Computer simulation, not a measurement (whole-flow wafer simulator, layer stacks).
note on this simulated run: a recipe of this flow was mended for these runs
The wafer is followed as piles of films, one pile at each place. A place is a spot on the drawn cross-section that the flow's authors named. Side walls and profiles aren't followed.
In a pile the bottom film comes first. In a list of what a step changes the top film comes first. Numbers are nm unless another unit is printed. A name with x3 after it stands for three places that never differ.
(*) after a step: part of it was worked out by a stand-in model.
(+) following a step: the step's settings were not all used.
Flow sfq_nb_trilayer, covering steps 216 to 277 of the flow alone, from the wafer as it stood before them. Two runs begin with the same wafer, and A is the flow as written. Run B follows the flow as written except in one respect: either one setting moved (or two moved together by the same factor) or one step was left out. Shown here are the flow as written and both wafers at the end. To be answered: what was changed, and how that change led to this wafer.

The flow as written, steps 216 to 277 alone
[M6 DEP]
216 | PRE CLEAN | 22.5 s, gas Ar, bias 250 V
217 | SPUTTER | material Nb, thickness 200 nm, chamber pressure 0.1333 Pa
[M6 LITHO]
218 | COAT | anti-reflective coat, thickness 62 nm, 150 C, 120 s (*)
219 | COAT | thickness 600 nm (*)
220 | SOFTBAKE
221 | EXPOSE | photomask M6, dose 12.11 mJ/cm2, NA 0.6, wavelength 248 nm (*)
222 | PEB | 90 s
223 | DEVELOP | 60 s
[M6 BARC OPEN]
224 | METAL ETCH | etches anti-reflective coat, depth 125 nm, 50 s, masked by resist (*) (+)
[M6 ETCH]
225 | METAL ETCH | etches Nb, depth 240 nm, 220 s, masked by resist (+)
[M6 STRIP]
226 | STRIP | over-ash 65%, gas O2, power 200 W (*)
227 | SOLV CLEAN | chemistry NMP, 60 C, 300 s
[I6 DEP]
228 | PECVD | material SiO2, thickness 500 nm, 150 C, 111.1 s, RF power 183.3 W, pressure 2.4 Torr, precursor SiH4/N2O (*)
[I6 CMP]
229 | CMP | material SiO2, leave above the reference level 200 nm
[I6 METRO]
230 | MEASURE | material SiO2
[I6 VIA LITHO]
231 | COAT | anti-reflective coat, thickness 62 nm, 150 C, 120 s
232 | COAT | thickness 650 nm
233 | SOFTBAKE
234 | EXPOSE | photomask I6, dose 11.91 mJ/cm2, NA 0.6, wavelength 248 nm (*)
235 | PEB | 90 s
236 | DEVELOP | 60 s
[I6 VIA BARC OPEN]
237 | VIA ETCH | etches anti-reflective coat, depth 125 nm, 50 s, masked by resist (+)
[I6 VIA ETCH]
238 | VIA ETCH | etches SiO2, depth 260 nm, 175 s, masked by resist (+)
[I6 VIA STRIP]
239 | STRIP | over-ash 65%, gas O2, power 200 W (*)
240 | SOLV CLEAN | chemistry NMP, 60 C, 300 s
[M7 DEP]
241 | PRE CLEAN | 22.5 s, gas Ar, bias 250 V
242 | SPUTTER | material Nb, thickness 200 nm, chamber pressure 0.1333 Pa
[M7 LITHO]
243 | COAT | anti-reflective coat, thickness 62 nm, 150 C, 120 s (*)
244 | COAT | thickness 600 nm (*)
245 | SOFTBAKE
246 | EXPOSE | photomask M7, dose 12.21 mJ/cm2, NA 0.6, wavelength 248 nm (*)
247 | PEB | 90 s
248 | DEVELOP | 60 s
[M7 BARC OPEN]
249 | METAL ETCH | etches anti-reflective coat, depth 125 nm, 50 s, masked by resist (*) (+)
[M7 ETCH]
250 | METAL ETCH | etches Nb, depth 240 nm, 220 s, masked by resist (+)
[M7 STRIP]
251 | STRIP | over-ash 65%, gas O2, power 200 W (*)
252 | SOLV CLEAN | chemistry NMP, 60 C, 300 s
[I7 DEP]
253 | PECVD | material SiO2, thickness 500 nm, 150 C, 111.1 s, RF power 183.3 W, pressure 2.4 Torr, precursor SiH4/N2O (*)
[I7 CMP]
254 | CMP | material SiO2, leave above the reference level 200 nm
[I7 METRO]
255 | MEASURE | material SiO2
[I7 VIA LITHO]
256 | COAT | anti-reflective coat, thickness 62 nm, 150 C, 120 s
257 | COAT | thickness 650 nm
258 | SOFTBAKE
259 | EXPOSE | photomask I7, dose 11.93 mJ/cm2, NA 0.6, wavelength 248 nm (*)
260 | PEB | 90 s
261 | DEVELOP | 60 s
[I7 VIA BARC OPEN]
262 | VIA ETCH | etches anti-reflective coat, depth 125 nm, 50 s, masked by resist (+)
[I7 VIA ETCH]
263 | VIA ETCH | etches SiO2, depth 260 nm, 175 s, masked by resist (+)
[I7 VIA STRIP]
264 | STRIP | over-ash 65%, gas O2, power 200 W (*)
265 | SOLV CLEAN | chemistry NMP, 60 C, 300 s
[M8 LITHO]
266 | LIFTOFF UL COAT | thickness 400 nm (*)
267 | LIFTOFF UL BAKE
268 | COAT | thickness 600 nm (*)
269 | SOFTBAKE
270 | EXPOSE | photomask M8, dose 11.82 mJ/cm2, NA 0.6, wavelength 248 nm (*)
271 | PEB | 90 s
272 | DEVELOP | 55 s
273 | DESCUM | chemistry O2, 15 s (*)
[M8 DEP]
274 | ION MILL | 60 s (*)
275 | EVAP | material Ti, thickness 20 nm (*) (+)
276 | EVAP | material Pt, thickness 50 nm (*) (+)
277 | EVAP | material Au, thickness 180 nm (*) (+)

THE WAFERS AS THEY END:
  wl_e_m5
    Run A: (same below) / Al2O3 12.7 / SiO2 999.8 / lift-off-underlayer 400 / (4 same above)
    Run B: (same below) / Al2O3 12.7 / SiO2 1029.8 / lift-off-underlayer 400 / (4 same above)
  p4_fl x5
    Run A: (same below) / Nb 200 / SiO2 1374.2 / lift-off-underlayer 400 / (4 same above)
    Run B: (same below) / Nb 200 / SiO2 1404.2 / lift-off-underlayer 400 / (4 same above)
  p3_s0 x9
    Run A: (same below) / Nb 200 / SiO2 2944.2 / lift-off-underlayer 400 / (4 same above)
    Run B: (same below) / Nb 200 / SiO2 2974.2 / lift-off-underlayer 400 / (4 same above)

The reason: step 217, SPUTTER: thickness 230 nm was run, whereas the flow has thickness 200 nm.

Step by step, how the change led to this:
  217 | SPUTTER | material Nb, thickness 200 nm, chamber pressure 0.1333 Pa
      field_l, v_sur, via_wl and 100 more: A Nb gains 200 (new film) | B Nb gains 230 (new film)
      be: A Nb gains 145.8 | B Nb gains 167.3
      (also at 2 further places)
  218 | COAT | anti-reflective coat, thickness 62 nm, 150 C, 120 s (*)
      wire: A anti-reflective coat gains 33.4 (new film) | B anti-reflective coat gains 34.4 (new film)
  225 | METAL ETCH | etches Nb, depth 240 nm, 220 s, masked by resist (+)
      field_l, gap, moat and 76 more: A Nb loses 200 (all of it), SiO2 loses 4 | B Nb loses 230 (all of it), SiO2 loses 1
  226 | STRIP | over-ash 65%, gas O2, power 200 W (*)
      wire: A KrF-resist-other-grade loses 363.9 (all of it), anti-reflective coat loses 33.4 (all of it) | B KrF-resist-other-grade loses 362.6 (all of it), anti-reflective coat loses 34.4 (all of it)
  228 | PECVD | material SiO2, thickness 500 nm, 150 C, 111.1 s, RF power 183.3 W, pressure 2.4 Torr, precursor SiH4/N2O (*)
      gap, wl_a_sl, m6r_space_l x2: A SiO2 gains 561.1 | B SiO2 gains 588.1
  229 | CMP | material SiO2, leave above the reference level 200 nm
      field_l, p4_fl x5, p4_w1 x9 and 47 more: A SiO2 loses 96 | B SiO2 loses 69
      moat, field_r, lsp_l, ln_m5, lsp_m: A SiO2 loses 89.5 | B SiO2 loses 61.6
      (also at 8 further places)
